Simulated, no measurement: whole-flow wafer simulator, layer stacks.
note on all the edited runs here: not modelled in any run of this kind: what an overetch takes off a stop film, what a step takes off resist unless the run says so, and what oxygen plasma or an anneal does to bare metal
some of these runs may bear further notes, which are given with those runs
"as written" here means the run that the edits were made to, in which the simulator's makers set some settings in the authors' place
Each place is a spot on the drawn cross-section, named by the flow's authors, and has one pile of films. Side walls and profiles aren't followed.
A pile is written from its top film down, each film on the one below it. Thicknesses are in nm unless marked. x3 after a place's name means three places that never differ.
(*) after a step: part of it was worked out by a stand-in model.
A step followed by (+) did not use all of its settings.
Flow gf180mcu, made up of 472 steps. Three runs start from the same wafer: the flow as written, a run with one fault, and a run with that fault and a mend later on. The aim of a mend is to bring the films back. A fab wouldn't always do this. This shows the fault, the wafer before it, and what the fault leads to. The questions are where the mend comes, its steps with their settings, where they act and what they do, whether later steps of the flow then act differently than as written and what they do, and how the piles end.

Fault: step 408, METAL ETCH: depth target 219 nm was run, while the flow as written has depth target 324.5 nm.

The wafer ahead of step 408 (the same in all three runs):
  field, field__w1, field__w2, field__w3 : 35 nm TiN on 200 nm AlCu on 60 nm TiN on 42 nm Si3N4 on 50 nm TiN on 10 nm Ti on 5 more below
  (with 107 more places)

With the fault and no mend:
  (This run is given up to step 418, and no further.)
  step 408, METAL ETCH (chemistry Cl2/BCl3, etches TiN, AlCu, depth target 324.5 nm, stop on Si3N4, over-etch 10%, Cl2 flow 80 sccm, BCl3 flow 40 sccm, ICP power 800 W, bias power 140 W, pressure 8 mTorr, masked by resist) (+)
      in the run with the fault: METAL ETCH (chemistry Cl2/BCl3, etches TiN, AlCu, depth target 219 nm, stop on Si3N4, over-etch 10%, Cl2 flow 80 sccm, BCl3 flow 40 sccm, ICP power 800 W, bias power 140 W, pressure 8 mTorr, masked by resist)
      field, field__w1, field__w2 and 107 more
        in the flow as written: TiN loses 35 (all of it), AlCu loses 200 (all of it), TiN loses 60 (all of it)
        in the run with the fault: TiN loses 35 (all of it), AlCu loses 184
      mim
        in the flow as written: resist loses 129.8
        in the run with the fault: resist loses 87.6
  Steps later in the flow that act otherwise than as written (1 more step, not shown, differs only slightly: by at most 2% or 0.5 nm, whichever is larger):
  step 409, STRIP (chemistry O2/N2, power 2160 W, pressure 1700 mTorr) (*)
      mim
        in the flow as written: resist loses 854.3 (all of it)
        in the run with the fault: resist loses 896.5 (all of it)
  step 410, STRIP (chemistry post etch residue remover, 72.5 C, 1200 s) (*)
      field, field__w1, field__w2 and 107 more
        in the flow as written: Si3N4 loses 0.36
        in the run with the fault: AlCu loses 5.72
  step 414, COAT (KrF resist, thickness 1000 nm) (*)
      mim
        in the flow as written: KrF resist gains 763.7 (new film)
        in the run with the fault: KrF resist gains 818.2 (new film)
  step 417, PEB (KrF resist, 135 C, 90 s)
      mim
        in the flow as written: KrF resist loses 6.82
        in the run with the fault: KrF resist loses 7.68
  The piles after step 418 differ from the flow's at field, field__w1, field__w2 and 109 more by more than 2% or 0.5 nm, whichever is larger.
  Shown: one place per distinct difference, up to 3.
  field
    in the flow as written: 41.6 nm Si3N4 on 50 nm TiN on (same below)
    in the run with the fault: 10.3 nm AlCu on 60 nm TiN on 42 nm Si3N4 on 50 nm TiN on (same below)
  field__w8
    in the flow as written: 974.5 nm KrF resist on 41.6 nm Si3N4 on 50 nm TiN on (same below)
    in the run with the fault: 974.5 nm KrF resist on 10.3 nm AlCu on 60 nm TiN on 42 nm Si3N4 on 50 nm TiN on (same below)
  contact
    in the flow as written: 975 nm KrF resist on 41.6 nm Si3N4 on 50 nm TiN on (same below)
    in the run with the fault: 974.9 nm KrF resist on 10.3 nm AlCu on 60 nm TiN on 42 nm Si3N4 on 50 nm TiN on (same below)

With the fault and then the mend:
  The mend stands after step 408.
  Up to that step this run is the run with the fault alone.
  step 408a, METAL ETCH (chemistry Cl2/BCl3, etches TiN, AlCu, depth target 105.5 nm, stop on Si3N4, over-etch 10%, Cl2 flow 80 sccm, BCl3 flow 40 sccm, ICP power 800 W, bias power 140 W, pressure 8 mTorr, masked by resist) (+) (the flow's step 408 again, with other settings)
      field, field__w1, field__w2 and 107 more
        AlCu loses 16 (all of it), TiN loses 60 (all of it)
      mim
        resist loses 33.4
  Later steps of the flow that are run all act as written at every place that is followed, up to a difference of at most 2% or 0.5 nm, whichever is larger.
  The piles end the same as the flow's at every place that both follow.
